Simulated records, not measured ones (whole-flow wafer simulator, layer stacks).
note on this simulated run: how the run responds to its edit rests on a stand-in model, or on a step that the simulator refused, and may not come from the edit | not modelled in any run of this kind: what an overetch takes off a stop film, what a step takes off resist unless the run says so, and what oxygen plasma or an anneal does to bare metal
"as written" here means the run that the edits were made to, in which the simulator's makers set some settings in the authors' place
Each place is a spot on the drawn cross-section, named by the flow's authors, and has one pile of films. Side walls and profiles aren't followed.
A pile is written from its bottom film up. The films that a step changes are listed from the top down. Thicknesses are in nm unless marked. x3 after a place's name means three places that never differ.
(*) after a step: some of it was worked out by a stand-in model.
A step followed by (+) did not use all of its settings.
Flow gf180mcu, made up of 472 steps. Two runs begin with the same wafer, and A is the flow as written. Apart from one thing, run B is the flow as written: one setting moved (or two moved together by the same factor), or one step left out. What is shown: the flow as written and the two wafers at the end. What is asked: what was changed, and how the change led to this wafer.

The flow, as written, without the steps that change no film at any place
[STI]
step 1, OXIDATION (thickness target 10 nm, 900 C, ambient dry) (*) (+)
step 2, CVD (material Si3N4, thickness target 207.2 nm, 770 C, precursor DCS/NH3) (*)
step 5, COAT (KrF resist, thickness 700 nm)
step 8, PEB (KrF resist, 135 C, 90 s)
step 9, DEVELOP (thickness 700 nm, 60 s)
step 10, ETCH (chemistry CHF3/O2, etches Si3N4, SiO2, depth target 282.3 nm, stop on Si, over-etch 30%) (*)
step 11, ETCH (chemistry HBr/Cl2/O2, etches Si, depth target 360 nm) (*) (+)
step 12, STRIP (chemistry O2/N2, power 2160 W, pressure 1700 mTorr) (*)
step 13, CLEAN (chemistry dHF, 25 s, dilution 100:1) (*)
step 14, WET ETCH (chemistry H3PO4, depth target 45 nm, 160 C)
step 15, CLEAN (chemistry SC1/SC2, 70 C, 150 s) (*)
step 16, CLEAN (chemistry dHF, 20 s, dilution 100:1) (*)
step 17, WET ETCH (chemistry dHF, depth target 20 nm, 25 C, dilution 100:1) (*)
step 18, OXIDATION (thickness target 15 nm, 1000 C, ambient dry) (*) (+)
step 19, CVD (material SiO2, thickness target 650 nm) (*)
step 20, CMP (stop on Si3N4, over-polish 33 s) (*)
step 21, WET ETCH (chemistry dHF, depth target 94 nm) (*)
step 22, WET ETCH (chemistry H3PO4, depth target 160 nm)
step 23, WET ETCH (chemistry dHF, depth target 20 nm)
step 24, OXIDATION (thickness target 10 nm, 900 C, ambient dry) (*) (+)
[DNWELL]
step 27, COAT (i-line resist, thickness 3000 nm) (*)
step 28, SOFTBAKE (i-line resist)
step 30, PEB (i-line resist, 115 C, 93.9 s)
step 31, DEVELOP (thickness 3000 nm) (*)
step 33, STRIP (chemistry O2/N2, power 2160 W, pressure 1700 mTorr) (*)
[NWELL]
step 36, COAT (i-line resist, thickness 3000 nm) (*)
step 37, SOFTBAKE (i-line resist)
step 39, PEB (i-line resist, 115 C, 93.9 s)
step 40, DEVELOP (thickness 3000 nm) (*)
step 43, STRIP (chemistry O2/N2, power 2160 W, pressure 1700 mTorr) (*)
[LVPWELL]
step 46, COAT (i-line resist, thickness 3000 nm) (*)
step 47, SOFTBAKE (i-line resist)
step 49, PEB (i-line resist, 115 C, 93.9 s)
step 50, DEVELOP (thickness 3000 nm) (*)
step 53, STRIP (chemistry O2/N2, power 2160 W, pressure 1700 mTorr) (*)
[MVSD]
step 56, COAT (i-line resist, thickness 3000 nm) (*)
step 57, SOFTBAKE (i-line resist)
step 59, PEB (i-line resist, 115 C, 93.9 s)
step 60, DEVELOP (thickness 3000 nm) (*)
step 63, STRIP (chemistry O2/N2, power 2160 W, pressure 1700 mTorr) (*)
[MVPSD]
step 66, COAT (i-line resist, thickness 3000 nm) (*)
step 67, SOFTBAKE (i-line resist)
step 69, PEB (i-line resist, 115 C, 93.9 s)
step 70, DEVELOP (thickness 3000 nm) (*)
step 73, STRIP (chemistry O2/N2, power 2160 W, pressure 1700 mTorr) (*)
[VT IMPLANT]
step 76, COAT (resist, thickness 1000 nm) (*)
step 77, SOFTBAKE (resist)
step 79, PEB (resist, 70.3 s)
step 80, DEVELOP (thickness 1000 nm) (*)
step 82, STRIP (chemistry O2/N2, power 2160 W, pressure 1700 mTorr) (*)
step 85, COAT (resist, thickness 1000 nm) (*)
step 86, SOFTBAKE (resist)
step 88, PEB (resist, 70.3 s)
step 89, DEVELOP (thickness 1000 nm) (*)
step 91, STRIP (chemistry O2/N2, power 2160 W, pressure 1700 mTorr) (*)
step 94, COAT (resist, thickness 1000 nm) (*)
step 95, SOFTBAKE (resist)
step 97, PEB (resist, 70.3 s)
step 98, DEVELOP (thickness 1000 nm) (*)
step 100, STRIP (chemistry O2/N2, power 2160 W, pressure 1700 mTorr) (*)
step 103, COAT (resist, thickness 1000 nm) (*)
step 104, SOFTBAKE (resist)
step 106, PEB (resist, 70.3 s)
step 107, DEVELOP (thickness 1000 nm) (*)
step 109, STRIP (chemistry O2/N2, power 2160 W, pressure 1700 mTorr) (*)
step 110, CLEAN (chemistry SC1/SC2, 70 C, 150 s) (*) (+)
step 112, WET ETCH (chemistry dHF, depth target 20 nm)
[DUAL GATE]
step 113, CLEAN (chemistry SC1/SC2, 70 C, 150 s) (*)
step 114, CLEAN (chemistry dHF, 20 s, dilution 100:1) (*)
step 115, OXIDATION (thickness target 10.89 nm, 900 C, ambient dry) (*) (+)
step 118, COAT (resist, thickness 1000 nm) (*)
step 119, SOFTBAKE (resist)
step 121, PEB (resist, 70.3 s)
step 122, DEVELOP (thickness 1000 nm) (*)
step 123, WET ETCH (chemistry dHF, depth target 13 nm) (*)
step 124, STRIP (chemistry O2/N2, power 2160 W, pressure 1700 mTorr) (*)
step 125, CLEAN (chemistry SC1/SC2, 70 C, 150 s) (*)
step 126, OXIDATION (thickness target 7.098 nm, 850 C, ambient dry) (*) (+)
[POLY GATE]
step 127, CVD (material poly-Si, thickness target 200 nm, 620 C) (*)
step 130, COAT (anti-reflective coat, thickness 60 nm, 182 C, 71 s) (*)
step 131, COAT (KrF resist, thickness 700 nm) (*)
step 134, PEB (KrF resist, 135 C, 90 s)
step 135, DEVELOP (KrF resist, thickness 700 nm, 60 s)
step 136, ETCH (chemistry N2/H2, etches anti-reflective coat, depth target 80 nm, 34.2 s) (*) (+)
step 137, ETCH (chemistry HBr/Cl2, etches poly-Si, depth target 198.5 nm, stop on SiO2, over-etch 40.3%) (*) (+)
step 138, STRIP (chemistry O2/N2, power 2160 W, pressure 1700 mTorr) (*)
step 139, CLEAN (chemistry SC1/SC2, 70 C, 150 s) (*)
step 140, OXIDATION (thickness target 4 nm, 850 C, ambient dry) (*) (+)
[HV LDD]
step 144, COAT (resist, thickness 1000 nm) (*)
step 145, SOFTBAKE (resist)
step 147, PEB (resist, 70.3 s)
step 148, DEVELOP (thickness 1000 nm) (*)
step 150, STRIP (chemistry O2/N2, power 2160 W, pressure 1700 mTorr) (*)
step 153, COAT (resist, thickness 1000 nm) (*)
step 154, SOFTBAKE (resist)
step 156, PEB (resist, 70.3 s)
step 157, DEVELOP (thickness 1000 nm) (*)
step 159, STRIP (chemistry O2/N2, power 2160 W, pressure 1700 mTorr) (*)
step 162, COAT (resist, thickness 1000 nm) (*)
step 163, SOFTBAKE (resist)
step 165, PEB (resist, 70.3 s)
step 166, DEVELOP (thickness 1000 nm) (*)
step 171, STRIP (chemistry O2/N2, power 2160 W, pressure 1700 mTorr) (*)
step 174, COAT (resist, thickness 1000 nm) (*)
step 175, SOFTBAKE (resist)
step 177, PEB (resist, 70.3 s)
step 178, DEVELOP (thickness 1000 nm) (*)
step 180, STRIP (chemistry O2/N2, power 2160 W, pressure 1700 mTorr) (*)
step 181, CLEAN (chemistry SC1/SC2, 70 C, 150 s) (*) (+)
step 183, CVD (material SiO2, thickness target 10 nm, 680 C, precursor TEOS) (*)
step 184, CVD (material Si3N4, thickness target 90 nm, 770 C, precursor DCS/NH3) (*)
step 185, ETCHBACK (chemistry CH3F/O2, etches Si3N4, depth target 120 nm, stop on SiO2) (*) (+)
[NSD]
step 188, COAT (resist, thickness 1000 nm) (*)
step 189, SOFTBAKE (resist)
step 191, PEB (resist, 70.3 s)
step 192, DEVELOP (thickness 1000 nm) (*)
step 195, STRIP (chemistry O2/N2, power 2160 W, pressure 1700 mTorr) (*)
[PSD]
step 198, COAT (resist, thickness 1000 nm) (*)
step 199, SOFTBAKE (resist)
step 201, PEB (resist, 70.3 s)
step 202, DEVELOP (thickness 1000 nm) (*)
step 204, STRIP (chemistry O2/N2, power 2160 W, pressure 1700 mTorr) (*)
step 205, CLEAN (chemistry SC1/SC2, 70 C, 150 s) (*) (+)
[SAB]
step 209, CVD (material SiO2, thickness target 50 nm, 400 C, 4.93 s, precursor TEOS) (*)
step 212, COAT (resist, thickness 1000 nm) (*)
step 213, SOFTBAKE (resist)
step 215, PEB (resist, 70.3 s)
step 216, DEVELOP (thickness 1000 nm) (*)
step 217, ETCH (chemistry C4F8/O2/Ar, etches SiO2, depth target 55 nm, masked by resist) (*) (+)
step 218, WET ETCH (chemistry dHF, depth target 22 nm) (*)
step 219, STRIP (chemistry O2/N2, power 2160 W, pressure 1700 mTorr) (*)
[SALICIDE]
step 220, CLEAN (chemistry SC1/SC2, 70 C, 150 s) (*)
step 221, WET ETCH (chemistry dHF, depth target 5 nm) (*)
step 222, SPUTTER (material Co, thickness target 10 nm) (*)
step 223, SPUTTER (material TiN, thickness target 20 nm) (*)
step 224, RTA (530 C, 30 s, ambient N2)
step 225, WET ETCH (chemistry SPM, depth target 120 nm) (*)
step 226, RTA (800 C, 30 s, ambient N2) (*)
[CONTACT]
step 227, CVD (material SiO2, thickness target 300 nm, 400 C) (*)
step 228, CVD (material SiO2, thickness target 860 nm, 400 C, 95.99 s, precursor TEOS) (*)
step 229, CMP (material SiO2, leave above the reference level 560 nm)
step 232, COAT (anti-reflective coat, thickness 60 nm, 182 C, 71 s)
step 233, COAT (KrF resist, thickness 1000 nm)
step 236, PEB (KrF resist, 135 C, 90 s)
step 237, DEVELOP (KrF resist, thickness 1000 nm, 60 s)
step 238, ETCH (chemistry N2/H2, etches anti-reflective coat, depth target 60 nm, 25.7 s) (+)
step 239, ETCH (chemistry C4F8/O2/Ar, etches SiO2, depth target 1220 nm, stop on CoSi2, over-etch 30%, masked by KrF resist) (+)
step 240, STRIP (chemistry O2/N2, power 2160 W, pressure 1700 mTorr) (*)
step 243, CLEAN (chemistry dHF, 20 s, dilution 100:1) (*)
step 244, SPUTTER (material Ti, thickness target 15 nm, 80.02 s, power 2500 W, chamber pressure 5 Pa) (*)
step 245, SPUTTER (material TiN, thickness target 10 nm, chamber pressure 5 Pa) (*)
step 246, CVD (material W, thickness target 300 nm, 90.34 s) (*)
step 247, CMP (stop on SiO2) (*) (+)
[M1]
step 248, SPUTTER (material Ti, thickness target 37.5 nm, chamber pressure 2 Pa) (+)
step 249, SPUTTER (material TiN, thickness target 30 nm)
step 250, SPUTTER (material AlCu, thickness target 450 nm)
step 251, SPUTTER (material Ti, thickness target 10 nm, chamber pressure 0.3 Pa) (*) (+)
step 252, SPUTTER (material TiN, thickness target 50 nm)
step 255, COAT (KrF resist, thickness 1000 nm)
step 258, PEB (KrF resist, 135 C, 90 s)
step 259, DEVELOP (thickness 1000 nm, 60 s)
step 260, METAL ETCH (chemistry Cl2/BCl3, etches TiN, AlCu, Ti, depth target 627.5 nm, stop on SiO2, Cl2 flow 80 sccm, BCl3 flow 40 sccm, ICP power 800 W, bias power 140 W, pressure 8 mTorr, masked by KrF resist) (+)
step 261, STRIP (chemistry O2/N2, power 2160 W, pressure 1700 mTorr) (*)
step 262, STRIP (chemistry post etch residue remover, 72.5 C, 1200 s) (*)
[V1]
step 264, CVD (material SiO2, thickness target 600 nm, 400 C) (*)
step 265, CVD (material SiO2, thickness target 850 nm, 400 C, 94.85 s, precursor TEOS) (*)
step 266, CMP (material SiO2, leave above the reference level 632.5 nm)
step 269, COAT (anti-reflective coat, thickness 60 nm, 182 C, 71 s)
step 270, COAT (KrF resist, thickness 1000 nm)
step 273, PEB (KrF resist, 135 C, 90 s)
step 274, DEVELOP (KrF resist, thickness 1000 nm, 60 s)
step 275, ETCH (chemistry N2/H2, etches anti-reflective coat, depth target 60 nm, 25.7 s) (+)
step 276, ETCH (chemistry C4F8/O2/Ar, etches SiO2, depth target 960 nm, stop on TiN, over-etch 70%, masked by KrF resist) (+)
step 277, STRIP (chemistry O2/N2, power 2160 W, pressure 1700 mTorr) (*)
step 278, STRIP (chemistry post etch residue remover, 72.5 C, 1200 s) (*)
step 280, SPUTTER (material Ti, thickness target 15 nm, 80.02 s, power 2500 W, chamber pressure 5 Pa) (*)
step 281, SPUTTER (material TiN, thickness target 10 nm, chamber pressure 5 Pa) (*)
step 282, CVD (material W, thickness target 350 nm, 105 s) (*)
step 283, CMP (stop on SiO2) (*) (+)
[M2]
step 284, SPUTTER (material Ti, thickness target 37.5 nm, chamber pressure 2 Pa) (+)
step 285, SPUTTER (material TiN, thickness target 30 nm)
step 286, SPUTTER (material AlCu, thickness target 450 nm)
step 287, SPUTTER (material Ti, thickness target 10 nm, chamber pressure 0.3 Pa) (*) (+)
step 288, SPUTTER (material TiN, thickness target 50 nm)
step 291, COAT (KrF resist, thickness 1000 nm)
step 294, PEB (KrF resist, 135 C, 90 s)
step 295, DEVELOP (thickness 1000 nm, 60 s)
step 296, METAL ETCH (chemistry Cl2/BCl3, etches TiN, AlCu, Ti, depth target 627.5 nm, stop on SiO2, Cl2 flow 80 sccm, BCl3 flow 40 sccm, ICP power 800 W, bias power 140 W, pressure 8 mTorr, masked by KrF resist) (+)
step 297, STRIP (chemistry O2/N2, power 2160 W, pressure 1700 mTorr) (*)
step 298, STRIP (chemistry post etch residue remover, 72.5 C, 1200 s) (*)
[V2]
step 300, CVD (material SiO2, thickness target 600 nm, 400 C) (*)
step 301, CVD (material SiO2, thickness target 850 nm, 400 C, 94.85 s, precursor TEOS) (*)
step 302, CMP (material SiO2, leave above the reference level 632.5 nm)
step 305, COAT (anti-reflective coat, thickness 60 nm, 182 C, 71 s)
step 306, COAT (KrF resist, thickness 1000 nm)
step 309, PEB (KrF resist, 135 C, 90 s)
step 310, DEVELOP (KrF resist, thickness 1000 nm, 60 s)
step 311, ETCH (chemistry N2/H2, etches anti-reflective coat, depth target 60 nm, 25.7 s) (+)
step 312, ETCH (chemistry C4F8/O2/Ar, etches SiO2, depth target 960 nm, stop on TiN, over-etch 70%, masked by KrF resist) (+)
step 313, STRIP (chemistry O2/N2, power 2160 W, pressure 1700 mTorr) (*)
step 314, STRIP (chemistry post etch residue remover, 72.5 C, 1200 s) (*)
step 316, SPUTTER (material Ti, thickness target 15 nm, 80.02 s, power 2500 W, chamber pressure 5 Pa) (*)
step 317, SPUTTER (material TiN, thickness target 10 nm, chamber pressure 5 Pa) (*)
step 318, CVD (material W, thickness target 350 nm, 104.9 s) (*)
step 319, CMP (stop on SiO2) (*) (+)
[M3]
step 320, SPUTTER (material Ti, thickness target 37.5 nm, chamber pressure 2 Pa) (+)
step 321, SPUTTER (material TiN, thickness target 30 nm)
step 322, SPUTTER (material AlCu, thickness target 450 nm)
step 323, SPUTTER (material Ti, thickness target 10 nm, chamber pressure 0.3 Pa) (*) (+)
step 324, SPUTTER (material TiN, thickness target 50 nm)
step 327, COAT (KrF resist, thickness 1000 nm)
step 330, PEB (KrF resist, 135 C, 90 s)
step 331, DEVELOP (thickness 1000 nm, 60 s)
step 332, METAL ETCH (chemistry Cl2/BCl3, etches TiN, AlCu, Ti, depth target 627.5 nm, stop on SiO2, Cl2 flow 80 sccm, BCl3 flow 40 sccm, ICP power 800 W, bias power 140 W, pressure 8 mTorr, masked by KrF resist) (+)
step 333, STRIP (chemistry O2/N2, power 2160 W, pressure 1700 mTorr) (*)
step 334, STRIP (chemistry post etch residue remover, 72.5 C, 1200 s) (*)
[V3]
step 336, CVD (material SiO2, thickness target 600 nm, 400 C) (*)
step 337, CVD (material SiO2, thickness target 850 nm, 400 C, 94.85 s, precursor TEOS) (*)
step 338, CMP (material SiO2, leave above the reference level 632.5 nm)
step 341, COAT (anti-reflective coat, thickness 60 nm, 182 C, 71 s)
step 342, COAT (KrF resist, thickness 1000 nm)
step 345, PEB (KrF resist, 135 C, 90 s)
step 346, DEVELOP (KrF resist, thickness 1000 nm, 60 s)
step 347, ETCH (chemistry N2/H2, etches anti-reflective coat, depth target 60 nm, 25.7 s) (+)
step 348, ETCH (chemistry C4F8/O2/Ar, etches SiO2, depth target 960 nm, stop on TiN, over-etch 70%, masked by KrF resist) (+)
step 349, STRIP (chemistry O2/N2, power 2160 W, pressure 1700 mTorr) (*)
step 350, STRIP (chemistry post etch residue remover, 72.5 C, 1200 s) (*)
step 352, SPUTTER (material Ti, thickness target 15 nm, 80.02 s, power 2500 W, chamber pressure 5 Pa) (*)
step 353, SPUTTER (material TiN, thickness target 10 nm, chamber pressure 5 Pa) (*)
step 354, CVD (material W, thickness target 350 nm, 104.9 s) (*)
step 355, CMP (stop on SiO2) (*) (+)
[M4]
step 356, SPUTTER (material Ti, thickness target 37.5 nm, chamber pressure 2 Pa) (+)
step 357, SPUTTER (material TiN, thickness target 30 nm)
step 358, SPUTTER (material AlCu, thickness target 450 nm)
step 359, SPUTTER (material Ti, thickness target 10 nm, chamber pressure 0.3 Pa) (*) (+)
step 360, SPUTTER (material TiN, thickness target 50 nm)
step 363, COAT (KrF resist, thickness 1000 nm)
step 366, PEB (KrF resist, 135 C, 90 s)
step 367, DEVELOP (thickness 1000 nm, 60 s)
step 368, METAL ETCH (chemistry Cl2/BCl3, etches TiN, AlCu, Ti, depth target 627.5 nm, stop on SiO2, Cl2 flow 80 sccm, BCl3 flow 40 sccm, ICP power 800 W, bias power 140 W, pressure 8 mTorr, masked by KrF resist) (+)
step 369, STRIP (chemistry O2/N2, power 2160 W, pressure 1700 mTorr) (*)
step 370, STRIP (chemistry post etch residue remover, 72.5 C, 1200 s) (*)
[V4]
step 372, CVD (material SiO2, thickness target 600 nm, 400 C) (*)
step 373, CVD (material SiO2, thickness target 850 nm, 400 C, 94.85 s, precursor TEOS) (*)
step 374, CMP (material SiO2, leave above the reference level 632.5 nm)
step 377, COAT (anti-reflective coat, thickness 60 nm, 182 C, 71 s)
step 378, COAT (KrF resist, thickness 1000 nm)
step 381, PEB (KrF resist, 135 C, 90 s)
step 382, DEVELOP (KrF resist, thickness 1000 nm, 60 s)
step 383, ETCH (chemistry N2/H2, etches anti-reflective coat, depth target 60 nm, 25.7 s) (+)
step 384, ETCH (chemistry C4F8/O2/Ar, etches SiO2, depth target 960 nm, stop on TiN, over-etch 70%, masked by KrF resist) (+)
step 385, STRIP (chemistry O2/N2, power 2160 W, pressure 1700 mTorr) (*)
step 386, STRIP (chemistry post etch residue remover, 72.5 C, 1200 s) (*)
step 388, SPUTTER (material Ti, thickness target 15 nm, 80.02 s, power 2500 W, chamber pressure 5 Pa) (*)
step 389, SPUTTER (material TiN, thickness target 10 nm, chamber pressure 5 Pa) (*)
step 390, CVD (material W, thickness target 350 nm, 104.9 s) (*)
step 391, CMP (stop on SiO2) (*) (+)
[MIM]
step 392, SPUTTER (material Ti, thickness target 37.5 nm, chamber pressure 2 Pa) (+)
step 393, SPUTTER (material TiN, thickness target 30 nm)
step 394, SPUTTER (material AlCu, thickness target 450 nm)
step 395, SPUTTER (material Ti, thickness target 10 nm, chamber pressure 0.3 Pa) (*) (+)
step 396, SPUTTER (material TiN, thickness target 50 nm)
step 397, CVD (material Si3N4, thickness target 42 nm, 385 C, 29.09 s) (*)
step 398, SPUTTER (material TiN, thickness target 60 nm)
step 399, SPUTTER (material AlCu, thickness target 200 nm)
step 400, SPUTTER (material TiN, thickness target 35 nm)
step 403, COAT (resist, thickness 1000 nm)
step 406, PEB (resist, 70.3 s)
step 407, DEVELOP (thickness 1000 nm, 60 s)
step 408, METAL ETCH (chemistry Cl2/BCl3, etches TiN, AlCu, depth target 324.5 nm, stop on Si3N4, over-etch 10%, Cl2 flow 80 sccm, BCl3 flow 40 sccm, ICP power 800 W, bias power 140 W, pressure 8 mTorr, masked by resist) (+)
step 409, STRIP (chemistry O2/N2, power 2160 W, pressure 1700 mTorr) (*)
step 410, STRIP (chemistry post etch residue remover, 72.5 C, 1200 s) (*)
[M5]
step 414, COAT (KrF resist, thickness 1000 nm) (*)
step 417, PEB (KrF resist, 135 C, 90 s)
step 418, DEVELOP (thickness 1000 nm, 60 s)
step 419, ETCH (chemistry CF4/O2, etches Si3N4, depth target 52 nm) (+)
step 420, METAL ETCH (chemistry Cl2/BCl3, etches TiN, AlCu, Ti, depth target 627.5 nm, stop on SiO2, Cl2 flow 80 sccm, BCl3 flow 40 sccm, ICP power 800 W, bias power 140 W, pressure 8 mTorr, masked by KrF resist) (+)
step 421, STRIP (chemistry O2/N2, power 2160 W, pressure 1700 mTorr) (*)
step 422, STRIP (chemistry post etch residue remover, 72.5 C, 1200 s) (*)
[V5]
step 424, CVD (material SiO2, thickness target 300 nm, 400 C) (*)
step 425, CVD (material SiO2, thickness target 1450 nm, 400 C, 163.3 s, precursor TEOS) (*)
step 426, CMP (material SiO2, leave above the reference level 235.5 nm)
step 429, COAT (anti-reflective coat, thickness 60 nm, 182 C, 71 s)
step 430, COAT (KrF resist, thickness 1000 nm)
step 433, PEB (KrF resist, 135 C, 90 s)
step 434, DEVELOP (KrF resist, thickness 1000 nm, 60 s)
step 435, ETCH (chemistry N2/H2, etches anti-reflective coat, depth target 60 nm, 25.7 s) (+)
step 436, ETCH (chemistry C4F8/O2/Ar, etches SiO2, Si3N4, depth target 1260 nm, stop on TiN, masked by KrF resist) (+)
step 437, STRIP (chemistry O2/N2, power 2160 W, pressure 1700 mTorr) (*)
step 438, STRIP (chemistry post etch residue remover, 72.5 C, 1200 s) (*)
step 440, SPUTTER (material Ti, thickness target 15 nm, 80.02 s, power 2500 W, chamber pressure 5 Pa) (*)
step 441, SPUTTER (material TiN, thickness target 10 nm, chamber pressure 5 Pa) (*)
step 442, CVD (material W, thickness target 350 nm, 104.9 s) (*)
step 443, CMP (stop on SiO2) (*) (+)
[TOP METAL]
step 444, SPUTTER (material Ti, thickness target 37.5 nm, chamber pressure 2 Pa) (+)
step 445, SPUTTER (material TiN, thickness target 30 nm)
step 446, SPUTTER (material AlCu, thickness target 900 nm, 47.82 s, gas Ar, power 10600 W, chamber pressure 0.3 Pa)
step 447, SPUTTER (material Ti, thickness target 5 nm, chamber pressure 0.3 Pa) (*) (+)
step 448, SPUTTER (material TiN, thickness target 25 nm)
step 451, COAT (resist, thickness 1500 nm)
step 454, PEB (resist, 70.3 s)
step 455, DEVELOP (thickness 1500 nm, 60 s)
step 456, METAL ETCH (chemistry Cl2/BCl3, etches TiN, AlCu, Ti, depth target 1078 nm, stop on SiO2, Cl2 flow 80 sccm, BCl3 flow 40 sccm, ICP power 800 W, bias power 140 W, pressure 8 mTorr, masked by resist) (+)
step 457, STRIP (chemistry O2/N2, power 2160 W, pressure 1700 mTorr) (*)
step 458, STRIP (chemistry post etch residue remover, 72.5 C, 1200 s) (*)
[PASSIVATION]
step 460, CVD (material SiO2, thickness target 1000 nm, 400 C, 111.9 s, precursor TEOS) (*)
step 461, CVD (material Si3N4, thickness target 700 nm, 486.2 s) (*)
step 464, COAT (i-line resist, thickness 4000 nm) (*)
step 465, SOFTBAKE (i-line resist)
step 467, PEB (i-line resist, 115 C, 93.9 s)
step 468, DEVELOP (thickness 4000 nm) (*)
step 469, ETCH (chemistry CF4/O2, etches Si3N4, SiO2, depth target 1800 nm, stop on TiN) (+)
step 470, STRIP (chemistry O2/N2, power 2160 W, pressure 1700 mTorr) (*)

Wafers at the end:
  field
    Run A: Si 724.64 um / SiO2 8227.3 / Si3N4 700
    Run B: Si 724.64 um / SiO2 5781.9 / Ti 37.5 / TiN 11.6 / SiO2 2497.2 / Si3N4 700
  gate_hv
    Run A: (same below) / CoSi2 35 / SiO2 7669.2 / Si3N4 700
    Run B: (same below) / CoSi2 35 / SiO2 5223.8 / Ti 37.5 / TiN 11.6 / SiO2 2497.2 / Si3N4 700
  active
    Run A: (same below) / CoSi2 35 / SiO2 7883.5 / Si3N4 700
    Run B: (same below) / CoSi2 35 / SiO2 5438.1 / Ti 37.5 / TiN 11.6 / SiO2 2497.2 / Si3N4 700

What caused this: step 394, SPUTTER: thickness target 551 nm was run, though the flow has thickness target 450 nm.

How this came from the change, step by step:
  step 394, SPUTTER (material AlCu, thickness target 450 nm)
      field, field__w1, field__w2 and 108 more: A AlCu gains 450 (new film) | B AlCu gains 551 (new film)
  step 420, METAL ETCH (chemistry Cl2/BCl3, etches TiN, AlCu, Ti, depth target 627.5 nm, stop on SiO2, Cl2 flow 80 sccm, BCl3 flow 40 sccm, ICP power 800 W, bias power 140 W, pressure 8 mTorr, masked by KrF resist) (+)
      field, field__w1, field__w2 and 101 more: A TiN loses 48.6 (all of it), Ti loses 10 (all of it), AlCu loses 450 (all of it), TiN loses 30 (all of it), Ti loses 37.5 (all of it) | B TiN loses 48.6 (all of it), Ti loses 10 (all of it), AlCu loses 551 (all of it), TiN loses 17.9
  step 424, CVD (material SiO2, thickness target 300 nm, 400 C) (*)
      field, field__w1, field__w2 and 101 more: A SiO2 gains 300 | B SiO2 gains 300 (new film)
  step 426, CMP (material SiO2, leave above the reference level 235.5 nm)
      field, field__w1, field__w5 and 92 more: A SiO2 loses 300.8 | B SiO2 loses 249
      field__w2, field__w3, field__w12 and 6 more: A SiO2 loses 272.7 | B SiO2 loses 218.5
Taking metal films that touch as one body, field has 1 body; the flow as written gives 0 bodies.
Taking metal films that touch as one body, gate_hv has 2 bodies (between them, from the top down: SiO2 5223.8); the flow as written gives 1 body.
Taking metal films that touch as one body, active has 2 bodies (between them, from the top down: SiO2 5438.1); the flow as written gives 1 body.
